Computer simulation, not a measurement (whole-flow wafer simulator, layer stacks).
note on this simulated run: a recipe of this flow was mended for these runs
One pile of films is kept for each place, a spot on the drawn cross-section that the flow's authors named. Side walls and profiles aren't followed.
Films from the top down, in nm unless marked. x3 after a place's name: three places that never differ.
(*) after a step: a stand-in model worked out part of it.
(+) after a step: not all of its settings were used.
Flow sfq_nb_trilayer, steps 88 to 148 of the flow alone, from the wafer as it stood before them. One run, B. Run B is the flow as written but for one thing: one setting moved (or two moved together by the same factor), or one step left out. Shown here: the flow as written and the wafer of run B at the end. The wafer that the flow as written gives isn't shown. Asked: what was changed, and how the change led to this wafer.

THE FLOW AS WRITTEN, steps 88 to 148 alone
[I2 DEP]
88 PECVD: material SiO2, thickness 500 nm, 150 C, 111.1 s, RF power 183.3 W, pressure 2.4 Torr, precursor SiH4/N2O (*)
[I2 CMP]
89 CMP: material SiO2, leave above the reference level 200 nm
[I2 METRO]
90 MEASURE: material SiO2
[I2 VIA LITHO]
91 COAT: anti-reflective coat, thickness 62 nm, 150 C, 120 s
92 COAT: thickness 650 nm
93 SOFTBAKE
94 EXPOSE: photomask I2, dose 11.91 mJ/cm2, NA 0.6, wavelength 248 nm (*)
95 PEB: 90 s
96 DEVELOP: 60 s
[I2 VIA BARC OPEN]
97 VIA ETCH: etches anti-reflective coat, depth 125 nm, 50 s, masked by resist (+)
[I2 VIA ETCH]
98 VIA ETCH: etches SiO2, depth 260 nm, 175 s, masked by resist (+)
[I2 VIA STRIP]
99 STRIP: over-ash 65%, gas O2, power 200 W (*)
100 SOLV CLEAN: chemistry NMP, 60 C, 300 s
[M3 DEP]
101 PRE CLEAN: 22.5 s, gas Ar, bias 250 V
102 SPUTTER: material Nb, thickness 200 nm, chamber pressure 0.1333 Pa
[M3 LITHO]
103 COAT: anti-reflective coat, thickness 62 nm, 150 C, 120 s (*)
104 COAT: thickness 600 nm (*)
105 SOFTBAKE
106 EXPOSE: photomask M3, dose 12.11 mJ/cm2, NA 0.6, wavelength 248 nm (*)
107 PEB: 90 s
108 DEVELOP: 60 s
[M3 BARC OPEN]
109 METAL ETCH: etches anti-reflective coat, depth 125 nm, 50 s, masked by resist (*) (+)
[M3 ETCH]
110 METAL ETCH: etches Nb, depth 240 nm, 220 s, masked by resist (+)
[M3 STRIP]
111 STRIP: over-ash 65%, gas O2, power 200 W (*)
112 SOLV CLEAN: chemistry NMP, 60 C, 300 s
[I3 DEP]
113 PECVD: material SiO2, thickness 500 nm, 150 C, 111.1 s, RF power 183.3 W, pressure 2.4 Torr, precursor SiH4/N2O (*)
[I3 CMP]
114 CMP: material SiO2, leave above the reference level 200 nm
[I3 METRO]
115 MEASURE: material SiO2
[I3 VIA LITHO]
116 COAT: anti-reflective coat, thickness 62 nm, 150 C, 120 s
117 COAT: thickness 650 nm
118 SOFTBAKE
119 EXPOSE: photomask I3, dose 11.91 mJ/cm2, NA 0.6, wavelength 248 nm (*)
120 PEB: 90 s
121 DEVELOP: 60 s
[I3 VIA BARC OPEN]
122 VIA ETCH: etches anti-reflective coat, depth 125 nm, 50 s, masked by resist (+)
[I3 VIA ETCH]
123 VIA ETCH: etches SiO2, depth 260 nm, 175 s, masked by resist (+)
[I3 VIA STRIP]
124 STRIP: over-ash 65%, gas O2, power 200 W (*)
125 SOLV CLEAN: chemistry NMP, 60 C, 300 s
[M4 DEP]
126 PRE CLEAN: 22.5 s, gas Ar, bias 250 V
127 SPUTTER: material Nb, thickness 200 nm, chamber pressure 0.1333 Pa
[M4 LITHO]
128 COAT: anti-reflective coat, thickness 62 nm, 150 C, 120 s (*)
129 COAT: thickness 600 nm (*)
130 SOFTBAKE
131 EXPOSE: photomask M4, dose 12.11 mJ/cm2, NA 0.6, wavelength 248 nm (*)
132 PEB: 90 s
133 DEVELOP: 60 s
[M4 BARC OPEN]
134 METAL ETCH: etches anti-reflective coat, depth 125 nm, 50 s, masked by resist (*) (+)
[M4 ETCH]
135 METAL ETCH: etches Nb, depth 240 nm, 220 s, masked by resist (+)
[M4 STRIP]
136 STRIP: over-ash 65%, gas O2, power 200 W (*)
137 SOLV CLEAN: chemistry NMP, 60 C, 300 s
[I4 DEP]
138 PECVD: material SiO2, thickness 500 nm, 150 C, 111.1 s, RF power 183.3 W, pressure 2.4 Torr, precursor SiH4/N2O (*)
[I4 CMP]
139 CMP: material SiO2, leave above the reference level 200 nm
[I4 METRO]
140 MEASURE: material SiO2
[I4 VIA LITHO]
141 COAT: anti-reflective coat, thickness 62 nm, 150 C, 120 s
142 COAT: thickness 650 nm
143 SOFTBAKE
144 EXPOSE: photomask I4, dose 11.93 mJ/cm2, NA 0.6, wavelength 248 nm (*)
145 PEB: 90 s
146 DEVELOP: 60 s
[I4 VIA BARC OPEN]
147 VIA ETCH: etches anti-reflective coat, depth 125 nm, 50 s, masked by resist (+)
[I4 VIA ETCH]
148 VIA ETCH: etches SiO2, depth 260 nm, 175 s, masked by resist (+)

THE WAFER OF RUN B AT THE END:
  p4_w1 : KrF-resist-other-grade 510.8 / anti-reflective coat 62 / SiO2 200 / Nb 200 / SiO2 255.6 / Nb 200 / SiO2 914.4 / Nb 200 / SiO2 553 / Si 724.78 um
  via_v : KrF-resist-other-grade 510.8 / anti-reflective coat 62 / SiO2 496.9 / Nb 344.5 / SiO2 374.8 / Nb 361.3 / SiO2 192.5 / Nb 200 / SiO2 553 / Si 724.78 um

The cause: step 88, PECVD: RF power 100.8 W was run, where the flow has RF power 183.3 W.

How the change led to this, step by step:
  88 PECVD: material SiO2, thickness 500 nm, 150 C, 111.1 s, RF power 183.3 W, pressure 2.4 Torr, precursor SiH4/N2O (*)
      field_l, be, be_sur and 81 more: SiO2 +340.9 (as written it would be: SiO2 +500)
      v_sur, via_wl, via_w and 18 more: SiO2 +340.9 (new film) (as written it would be: SiO2 +500 (new film))
      (and at 1 more place)
  89 CMP: material SiO2, leave above the reference level 200 nm
      field_l, be, be_sur and 81 more: nothing (as written it would be: SiO2 -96)
      via_v: nothing (as written it would be: SiO2 -181.6)
      (and at 21 more places)
  91 COAT: anti-reflective coat, thickness 62 nm, 150 C, 120 s
      wl_d_sr, m0r_space_l, m0r_space_r, m6r_space_l x2, m6r_space_r x2: anti-reflective coat +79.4 (new film) (as written it would be: anti-reflective coat +62 (new film))
      m0r_line_l x3, m0r_line_r x3: anti-reflective coat +70.7 (new film) (as written it would be: anti-reflective coat +62 (new film))
      (and at 54 more places)
  92 COAT: thickness 650 nm
      via_wl: KrF-resist-other-grade +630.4 (new film) (as written it would be: KrF-resist-other-grade +650 (new film))
      via_w: KrF-resist-other-grade +628.1 (new film) (as written it would be: KrF-resist-other-grade +650 (new film))
      (and at 13 more places)
  96 DEVELOP: 60 s
      via_w: KrF-resist-other-grade -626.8 (all of it) (as written it would be: KrF-resist-other-grade -648.6 (all of it))
  97 VIA ETCH: etches anti-reflective coat, depth 125 nm, 50 s, masked by resist (+)
      via_w: anti-reflective coat -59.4 (all of it), SiO2 -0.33 (as written it would be: anti-reflective coat -62 (all of it), SiO2 -0.31)
  99 STRIP: over-ash 65%, gas O2, power 200 W (*)
      m0r_line_l x3, m0r_line_r x3: KrF-resist-other-grade -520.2 (all of it), anti-reflective coat -70.7 (all of it) (as written it would be: KrF-resist-other-grade -510.8 (all of it), anti-reflective coat -62 (all of it))
      m0r_space_l, m0r_space_r, m6r_space_l x2, m6r_space_r x2: KrF-resist-other-grade -513 (all of it), anti-reflective coat -79.4 (all of it) (as written it would be: KrF-resist-other-grade -510.8 (all of it), anti-reflective coat -62 (all of it))
      (and at 56 more places)
  103 COAT: anti-reflective coat, thickness 62 nm, 150 C, 120 s (*)
      m0r_line_l x3, m0r_line_r x3: anti-reflective coat +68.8 (new film) (as written it would be: anti-reflective coat +62 (new film))
      m0r_space_l, m0r_space_r, m6r_space_l x2, m6r_space_r x2: anti-reflective coat +77.1 (new film) (as written it would be: anti-reflective coat +62 (new film))
      (and at 53 more places)
  104 COAT: thickness 600 nm (*)
      v_sur: KrF-resist-other-grade +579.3 (new film) (as written it would be: KrF-resist-other-grade +596.4 (new film))
      via_wl: KrF-resist-other-grade +591.2 (new film) (as written it would be: KrF-resist-other-grade +616.5 (new film))
      (and at 13 more places)
  108 DEVELOP: 60 s
      wl_d_sl: KrF-resist-other-grade -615 (all of it) (as written it would be: KrF-resist-other-grade -598.7 (all of it))
      wl_d_m1: KrF-resist-other-grade -621.1 (all of it) (as written it would be: KrF-resist-other-grade -598.7 (all of it))
      (and at 6 more places)
  109 METAL ETCH: etches anti-reflective coat, depth 125 nm, 50 s, masked by resist (*) (+)
      m0r_line_l x3, m0r_line_r x3: anti-reflective coat -68.8 (all of it) (as written it would be: anti-reflective coat -62 (all of it))
      m0r_space_l, m0r_space_r, m6r_space_l x2, m6r_space_r x2: anti-reflective coat -77.1 (all of it) (as written it would be: anti-reflective coat -62 (all of it))
      (and at 35 more places)
  111 STRIP: over-ash 65%, gas O2, power 200 W (*)
      wl_a_sr, wl_b_sl: KrF-resist-other-grade -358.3 (all of it), anti-reflective coat -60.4 (all of it) (as written it would be: KrF-resist-other-grade -364.6 (all of it), anti-reflective coat -62 (all of it))
      v_sur: KrF-resist-other-grade -344 (all of it), anti-reflective coat -33.3 (all of it) (as written it would be: KrF-resist-other-grade -361 (all of it), anti-reflective coat -46 (all of it))
      (and at 20 more places)
  114 CMP: material SiO2, leave above the reference level 200 nm
      field_l, be, be_sur and 64 more: SiO2 -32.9 (as written it would be: SiO2 -96)
      p4_w1, p4_w2, p4_w3 and 6 more: SiO2 -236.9 (as written it would be: SiO2 -300)
      (and at 9 more places)
  123 VIA ETCH: etches SiO2, depth 260 nm, 175 s, masked by resist (+)
      via_v: SiO2 -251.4 (all of it), Nb -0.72 (as written it would be: SiO2 -199.7 (all of it), Nb -5.03)
  127 SPUTTER: material Nb, thickness 200 nm, chamber pressure 0.1333 Pa
      via_v: Nb +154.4 (as written it would be: Nb +164.5)
  128 COAT: anti-reflective coat, thickness 62 nm, 150 C, 120 s (*)
      via_v: anti-reflective coat +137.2 (new film) (as written it would be: anti-reflective coat +126.8 (new film))
  ... 2 more steps ...
  138 PECVD: material SiO2, thickness 500 nm, 150 C, 111.1 s, RF power 183.3 W, pressure 2.4 Torr, precursor SiH4/N2O (*)
      via_v: SiO2 +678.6 (new film) (as written it would be: SiO2 +621.2 (new film))
